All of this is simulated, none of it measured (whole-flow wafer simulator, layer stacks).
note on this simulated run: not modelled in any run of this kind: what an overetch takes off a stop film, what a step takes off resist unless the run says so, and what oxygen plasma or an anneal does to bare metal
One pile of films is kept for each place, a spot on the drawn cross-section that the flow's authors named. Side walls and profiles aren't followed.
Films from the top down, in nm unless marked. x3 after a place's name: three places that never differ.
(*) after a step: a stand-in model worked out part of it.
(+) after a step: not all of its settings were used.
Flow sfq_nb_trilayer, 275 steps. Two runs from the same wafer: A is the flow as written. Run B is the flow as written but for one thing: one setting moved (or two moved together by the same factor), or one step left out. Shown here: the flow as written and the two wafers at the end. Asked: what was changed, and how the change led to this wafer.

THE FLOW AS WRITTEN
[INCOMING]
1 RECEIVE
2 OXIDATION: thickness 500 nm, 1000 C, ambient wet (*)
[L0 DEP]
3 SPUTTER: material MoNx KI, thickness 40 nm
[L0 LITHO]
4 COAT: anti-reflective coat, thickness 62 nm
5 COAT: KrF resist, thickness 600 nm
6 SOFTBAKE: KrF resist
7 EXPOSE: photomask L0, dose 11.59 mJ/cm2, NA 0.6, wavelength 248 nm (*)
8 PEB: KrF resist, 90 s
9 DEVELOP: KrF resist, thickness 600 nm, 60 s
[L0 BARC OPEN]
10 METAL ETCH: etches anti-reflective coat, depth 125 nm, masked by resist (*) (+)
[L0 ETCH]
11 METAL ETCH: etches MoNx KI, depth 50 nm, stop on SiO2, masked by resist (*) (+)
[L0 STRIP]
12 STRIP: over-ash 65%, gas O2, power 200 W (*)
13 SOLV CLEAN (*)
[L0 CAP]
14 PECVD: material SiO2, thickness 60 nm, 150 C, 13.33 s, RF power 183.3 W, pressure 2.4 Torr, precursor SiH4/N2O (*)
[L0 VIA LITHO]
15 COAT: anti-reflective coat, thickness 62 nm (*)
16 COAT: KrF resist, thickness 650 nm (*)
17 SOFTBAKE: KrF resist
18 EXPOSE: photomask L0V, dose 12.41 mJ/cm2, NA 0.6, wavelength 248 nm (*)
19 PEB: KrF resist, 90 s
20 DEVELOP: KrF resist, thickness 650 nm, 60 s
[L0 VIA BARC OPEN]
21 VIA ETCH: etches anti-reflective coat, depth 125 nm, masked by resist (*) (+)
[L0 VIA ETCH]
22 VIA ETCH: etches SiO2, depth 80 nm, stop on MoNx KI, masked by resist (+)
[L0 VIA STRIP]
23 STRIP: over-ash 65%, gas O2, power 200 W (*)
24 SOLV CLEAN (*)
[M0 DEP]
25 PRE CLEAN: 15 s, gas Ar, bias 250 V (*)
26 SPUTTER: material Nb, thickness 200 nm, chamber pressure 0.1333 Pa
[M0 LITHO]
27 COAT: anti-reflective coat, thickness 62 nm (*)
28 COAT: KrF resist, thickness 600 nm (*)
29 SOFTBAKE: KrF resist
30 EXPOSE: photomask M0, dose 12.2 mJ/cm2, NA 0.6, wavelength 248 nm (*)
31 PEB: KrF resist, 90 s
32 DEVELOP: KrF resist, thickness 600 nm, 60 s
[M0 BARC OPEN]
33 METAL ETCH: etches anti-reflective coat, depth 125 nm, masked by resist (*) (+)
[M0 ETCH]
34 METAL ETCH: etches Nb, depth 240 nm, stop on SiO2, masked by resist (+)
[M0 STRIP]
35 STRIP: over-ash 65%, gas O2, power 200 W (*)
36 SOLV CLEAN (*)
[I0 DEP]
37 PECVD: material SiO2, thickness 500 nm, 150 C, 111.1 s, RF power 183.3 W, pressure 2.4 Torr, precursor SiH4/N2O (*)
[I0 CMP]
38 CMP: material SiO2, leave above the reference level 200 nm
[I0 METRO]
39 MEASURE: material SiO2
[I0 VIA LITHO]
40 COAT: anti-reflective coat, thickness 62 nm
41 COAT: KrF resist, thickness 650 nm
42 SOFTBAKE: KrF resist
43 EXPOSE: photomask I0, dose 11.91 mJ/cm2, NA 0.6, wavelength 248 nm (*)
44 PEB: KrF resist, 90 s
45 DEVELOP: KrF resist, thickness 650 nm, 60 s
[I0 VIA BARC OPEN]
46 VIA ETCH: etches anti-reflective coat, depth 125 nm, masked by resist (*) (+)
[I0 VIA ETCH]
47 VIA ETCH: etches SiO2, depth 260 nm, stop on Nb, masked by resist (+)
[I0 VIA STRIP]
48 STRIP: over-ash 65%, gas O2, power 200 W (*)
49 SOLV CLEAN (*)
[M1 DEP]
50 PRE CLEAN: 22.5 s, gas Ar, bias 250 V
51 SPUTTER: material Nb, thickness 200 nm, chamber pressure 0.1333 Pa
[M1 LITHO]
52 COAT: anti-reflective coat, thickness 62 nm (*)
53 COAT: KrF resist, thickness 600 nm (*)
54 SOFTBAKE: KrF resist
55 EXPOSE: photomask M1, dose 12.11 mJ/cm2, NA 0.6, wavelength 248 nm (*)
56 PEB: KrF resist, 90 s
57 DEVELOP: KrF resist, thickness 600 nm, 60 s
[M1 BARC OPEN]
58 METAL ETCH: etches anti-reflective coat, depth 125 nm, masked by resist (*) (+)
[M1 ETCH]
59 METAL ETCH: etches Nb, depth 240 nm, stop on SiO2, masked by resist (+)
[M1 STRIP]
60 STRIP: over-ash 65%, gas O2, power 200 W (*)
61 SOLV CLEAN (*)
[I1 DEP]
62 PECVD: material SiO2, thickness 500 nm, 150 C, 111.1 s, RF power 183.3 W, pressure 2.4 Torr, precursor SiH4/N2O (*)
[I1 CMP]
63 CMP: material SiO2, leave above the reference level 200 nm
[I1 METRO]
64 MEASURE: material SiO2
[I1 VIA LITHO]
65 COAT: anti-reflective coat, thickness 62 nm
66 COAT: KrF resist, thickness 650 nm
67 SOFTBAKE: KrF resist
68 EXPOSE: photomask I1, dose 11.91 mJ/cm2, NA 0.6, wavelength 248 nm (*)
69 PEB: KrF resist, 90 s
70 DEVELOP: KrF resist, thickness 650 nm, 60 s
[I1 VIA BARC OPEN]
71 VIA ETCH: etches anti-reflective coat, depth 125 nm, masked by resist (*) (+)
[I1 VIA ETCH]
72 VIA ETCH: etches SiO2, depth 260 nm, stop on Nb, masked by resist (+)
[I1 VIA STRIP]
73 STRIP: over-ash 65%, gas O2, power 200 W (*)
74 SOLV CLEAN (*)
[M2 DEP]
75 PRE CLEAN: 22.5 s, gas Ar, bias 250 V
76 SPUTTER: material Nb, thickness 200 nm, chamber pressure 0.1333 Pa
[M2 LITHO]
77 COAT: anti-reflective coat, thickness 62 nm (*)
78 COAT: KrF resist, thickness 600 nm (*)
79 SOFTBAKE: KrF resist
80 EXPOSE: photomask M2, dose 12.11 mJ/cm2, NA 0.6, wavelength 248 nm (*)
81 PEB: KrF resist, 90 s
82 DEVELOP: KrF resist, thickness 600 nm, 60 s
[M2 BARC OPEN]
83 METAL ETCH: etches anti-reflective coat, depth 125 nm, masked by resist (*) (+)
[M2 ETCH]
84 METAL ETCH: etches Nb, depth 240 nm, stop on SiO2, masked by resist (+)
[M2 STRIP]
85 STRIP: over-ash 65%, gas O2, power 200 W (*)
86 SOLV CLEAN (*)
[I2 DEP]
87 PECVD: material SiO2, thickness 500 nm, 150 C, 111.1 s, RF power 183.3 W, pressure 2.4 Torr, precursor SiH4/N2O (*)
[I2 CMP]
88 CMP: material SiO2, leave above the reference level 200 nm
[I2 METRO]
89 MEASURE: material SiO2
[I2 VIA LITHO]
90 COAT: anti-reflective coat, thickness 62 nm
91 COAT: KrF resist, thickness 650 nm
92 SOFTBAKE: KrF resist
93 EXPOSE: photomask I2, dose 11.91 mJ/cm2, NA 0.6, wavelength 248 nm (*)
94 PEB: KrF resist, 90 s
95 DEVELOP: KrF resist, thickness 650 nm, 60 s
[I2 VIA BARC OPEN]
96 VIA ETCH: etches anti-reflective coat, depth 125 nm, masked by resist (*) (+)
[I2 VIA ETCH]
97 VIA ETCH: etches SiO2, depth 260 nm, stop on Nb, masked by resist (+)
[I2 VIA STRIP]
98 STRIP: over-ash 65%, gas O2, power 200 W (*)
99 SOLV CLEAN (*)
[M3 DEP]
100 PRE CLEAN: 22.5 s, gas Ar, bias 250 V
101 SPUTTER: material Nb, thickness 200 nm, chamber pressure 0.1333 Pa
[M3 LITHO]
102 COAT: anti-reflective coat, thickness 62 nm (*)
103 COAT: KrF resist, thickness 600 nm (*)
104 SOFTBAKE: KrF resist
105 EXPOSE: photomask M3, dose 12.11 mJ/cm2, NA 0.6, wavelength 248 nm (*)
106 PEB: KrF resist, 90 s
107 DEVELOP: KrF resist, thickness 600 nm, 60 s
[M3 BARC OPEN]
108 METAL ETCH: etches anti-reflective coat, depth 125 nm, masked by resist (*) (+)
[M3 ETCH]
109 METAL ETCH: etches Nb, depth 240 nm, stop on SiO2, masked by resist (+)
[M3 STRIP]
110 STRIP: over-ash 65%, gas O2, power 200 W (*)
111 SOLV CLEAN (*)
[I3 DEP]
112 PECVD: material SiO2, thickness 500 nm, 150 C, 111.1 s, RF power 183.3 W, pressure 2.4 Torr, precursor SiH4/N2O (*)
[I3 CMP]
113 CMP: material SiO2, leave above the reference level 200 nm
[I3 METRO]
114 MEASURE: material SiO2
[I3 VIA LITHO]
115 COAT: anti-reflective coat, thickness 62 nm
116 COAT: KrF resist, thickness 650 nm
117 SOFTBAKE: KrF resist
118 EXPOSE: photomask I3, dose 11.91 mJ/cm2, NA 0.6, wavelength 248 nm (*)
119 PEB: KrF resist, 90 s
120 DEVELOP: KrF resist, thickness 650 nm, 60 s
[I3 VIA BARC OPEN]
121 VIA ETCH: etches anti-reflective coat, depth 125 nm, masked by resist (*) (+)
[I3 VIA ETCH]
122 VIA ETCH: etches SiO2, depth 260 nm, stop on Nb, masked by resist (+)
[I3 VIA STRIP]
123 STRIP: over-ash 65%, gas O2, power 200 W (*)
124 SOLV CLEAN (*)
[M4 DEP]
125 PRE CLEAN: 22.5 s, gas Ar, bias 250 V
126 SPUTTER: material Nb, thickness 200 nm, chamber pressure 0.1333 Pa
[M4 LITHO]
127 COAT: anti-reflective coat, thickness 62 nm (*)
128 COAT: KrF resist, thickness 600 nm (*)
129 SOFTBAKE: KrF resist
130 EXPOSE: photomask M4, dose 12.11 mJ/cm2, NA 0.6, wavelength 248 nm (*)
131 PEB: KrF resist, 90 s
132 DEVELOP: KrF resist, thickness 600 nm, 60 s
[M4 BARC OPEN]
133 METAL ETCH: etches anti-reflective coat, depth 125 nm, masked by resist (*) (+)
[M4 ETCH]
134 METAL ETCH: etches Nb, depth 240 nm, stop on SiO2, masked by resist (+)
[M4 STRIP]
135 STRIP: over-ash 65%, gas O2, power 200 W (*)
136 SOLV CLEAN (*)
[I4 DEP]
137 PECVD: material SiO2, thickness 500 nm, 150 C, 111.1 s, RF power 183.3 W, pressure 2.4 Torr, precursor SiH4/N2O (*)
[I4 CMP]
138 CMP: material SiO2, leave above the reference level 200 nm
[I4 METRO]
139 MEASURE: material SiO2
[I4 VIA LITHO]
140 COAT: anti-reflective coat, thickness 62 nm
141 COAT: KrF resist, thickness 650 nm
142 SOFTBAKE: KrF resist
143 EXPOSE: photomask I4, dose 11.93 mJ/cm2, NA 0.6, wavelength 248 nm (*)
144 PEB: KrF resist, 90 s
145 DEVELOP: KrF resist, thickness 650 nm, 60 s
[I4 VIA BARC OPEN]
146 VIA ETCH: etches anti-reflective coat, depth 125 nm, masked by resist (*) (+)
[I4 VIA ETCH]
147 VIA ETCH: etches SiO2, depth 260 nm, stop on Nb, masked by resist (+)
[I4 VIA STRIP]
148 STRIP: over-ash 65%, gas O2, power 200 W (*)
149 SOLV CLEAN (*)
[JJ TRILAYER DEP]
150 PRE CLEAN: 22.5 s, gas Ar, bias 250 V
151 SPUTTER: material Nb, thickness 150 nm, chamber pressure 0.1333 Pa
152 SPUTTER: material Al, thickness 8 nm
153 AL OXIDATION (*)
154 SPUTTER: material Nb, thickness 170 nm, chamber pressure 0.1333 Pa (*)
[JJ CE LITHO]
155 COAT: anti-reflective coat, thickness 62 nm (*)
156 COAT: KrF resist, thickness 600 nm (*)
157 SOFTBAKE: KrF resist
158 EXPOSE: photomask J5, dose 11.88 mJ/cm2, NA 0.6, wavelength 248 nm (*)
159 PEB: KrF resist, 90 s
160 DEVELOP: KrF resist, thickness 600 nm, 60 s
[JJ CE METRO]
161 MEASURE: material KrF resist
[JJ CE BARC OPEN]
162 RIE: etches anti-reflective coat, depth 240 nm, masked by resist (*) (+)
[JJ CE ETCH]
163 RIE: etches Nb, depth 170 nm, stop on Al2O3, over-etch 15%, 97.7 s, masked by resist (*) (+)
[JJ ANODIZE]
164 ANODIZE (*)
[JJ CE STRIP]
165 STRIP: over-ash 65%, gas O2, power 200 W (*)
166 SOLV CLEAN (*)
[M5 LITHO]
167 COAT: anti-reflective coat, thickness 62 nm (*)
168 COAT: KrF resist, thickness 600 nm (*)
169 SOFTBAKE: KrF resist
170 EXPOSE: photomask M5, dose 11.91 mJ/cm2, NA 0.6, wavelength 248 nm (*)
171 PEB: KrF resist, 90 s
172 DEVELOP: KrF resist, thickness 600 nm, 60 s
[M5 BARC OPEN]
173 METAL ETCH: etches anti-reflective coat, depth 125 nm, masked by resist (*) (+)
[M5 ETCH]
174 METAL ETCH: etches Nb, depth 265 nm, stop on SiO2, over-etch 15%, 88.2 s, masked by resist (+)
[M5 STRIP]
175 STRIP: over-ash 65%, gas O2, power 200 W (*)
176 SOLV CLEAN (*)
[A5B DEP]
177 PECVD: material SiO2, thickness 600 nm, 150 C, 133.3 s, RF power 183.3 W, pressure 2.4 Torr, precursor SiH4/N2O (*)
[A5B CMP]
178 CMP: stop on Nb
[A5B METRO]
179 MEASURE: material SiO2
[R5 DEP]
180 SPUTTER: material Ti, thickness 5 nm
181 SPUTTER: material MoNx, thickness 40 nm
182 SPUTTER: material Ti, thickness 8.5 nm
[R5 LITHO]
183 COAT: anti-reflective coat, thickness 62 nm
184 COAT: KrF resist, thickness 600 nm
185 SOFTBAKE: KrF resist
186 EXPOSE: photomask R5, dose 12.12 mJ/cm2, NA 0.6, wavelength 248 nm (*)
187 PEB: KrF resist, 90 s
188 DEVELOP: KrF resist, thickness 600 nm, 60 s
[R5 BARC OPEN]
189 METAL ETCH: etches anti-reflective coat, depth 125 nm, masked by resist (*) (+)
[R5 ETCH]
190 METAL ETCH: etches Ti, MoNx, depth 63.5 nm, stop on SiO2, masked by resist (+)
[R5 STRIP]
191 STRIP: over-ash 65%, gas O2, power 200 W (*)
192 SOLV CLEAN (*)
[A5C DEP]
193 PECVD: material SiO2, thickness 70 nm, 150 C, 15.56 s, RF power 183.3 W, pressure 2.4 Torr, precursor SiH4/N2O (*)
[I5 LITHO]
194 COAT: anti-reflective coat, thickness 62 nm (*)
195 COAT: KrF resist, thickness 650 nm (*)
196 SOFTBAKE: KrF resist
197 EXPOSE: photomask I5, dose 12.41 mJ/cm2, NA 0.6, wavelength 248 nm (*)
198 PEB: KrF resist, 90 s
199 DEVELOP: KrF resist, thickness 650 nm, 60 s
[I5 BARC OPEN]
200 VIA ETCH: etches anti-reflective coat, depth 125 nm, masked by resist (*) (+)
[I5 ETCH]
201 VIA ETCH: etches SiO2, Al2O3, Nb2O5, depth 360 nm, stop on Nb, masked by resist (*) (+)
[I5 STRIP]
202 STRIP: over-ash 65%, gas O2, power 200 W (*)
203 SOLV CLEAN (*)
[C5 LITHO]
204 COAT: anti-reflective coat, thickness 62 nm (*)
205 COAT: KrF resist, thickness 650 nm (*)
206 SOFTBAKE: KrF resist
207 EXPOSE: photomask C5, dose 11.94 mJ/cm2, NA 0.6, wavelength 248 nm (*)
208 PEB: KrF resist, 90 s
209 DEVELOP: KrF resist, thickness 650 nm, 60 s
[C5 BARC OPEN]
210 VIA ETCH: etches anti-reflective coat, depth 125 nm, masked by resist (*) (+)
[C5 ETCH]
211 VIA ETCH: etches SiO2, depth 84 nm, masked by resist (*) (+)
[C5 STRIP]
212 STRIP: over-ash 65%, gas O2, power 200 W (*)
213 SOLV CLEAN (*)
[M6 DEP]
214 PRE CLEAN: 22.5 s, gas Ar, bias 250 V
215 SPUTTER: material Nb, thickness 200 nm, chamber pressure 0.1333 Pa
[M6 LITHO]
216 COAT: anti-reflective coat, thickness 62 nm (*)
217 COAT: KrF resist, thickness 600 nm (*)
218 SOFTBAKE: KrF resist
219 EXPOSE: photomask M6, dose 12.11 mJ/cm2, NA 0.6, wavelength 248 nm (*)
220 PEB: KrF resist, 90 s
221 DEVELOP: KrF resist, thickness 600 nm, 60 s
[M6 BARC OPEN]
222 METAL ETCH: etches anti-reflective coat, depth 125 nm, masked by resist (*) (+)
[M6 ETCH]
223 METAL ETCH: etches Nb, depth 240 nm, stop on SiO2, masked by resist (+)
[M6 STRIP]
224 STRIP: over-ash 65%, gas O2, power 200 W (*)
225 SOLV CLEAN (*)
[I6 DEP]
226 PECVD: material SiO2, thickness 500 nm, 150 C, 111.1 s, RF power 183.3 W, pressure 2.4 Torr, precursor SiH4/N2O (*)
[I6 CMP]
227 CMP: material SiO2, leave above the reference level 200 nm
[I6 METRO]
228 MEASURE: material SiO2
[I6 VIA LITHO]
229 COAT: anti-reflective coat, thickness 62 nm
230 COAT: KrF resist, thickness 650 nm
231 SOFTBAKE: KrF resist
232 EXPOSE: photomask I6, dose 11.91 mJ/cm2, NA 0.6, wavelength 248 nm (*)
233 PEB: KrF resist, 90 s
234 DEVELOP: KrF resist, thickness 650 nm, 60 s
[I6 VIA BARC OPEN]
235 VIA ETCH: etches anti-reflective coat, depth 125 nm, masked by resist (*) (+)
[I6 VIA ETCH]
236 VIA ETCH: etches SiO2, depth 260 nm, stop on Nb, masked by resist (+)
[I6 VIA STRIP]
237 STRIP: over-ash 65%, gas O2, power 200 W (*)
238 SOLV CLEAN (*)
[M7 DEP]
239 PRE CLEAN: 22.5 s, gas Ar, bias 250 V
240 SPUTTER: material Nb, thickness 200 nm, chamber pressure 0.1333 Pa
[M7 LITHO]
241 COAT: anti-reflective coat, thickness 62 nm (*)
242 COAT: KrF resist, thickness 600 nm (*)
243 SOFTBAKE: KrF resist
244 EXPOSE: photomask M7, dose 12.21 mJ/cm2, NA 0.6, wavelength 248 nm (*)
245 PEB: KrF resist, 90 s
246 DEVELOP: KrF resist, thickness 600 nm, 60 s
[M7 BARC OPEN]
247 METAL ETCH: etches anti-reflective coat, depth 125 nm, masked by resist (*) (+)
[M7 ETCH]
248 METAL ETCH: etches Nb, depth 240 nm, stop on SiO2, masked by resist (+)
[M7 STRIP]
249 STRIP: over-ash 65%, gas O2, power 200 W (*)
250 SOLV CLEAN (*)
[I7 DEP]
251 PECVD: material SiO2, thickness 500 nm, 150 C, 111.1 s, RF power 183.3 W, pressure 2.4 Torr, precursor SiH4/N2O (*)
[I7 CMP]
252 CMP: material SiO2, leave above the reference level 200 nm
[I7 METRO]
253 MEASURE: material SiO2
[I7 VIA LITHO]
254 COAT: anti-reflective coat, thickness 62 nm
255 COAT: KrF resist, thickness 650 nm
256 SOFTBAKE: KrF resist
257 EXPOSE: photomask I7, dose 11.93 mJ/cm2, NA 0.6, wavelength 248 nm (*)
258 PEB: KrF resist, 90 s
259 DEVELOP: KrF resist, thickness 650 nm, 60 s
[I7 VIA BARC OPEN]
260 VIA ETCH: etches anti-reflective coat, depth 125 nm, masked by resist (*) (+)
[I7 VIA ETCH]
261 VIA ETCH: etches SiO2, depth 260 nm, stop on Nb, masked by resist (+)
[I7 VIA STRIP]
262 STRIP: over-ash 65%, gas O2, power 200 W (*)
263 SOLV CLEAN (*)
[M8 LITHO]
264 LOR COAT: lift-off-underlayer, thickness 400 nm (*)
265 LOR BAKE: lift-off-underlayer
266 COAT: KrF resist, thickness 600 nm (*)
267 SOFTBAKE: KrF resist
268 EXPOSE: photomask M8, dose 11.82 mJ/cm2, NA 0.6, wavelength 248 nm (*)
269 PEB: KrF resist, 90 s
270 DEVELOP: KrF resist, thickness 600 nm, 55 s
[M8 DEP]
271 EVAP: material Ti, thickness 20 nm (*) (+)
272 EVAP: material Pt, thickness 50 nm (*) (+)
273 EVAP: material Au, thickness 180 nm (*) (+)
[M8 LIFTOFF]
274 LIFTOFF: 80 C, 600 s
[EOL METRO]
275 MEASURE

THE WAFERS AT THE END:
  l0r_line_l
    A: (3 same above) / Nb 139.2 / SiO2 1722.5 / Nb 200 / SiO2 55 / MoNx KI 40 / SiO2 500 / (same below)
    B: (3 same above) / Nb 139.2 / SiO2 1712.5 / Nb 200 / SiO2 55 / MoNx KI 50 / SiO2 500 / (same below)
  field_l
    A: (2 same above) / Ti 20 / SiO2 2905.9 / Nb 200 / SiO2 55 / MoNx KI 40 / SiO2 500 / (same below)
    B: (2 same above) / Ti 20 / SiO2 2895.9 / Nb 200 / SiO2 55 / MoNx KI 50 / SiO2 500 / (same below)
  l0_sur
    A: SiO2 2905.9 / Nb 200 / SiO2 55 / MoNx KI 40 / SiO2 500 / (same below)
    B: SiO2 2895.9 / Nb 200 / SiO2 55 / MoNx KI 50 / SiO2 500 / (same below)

The cause: step 3, SPUTTER: thickness 50 nm was run, where the flow has thickness 40 nm.
It can be read off the wafer: l0r_line_l has MoNx KI 50, and step 3 as written asks for 40 nm.

How the change led to this, step by step:
  3 SPUTTER: material MoNx KI, thickness 40 nm
      field_l, v_sur, via_wl and 103 more: A MoNx KI +40 (new film) | B MoNx KI +50 (new film)
  11 METAL ETCH: etches MoNx KI, depth 50 nm, stop on SiO2, masked by resist (*) (+)
      v_sur, via_wl, via_w and 97 more: A MoNx KI -40 (all of it) | B MoNx KI -50 (all of it)
  15 COAT: anti-reflective coat, thickness 62 nm (*)
      field_l: A anti-reflective coat +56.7 (new film) | B anti-reflective coat +55.5 (new film)
      v_sur: A anti-reflective coat +72.2 (new film) | B anti-reflective coat +74.9 (new film)
      (and at 2 more places)
  23 STRIP: over-ash 65%, gas O2, power 200 W (*)
      field_l: A KrF resist -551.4 (all of it), anti-reflective coat -56.7 (all of it) | B KrF resist -549.3 (all of it), anti-reflective coat -55.5 (all of it)
      v_sur: A KrF resist -570.5 (all of it), anti-reflective coat -72.2 (all of it) | B KrF resist -573.1 (all of it), anti-reflective coat -74.9 (all of it)
      (and at 2 more places)
  27 COAT: anti-reflective coat, thickness 62 nm (*)
      v_sur: A anti-reflective coat +72.3 (new film) | B anti-reflective coat +75.1 (new film)
      l0_sur: A anti-reflective coat +47.5 (new film) | B anti-reflective coat +46.5 (new film)
      (and at 1 more place)
  35 STRIP: over-ash 65%, gas O2, power 200 W (*)
      v_sur: A KrF resist -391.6 (all of it), anti-reflective coat -72.3 (all of it) | B KrF resist -393.9 (all of it), anti-reflective coat -75.1 (all of it)
      l0_sur: A KrF resist -372 (all of it), anti-reflective coat -47.5 (all of it) | B KrF resist -369.2 (all of it), anti-reflective coat -46.5 (all of it)
      (and at 1 more place)
  38 CMP: material SiO2, leave above the reference level 200 nm
      field_l, l0_sur, l0r_line_l, l0r_line_c, l0r_line_r: A SiO2 -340 | B SiO2 -350
      l0v: A SiO2 -277.8 | B SiO2 -287.8
